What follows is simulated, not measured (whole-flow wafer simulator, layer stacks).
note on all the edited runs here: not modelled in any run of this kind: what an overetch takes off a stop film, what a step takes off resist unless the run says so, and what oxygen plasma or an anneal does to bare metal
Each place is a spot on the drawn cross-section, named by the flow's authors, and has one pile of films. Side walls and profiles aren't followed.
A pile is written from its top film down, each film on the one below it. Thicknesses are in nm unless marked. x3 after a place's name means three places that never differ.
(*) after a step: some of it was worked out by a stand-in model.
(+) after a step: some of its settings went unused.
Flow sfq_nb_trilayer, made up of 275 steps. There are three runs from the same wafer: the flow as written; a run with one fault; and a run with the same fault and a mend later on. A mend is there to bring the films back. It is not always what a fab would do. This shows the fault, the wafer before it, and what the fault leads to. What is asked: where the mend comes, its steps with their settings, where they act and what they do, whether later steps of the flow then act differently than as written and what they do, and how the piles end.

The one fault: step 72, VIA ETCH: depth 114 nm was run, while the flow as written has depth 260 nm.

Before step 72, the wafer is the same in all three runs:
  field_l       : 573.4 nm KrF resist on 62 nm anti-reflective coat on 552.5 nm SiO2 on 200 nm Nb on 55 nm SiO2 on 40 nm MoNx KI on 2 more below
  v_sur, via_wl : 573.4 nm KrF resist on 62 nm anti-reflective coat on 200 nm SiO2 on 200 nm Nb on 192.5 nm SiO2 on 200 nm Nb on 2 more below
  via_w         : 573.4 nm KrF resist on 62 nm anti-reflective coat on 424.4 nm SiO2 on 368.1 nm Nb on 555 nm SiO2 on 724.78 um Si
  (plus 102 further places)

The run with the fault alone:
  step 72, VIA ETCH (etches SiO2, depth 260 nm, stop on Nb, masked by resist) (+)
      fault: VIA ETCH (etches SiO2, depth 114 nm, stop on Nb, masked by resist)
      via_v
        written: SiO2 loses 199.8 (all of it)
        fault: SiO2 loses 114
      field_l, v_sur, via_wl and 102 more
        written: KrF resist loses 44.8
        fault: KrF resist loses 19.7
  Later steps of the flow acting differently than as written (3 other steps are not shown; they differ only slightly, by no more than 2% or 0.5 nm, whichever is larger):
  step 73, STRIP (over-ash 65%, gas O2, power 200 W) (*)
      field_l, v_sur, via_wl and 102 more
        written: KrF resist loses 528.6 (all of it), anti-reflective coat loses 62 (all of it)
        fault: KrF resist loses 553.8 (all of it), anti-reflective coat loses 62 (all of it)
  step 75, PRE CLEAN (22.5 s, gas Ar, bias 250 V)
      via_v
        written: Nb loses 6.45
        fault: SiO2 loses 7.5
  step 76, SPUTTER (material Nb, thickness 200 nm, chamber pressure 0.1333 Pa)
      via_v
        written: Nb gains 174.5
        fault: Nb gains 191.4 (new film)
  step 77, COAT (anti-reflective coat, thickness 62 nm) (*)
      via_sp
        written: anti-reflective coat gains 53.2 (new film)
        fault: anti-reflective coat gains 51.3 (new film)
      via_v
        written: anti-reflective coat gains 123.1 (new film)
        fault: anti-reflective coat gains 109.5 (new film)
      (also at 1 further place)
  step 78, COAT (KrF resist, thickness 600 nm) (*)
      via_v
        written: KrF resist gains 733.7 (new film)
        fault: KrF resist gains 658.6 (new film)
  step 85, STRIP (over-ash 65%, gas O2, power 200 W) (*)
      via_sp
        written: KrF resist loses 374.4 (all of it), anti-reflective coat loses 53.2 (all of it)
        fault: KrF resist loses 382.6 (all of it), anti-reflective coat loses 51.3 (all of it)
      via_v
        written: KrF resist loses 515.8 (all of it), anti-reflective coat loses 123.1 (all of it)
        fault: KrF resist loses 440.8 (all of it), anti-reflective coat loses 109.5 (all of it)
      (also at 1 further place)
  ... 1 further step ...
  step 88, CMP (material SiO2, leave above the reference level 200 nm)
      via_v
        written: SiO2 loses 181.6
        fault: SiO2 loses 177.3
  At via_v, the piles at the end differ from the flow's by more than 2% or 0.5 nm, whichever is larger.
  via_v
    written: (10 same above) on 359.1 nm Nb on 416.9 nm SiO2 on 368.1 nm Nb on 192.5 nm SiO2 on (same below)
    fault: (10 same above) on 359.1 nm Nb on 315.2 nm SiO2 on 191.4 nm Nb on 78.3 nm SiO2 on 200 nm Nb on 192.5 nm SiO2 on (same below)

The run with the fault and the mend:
  The mend stands after step 72.
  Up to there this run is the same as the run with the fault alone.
  step 72a, VIA ETCH (etches SiO2, depth 146 nm, stop on Nb, masked by resist) (+) (a further turn of the flow's step 72, with different settings)
      field_l, v_sur, via_wl and 102 more
        KrF resist loses 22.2
      via_v
        SiO2 loses 85.8 (all of it)
  None of the later steps of the flow differs from how it acts as written, at any place that is followed, by more than 2% or 0.5 nm, whichever is larger.
  The piles end the same as the flow's at every place that both follow.
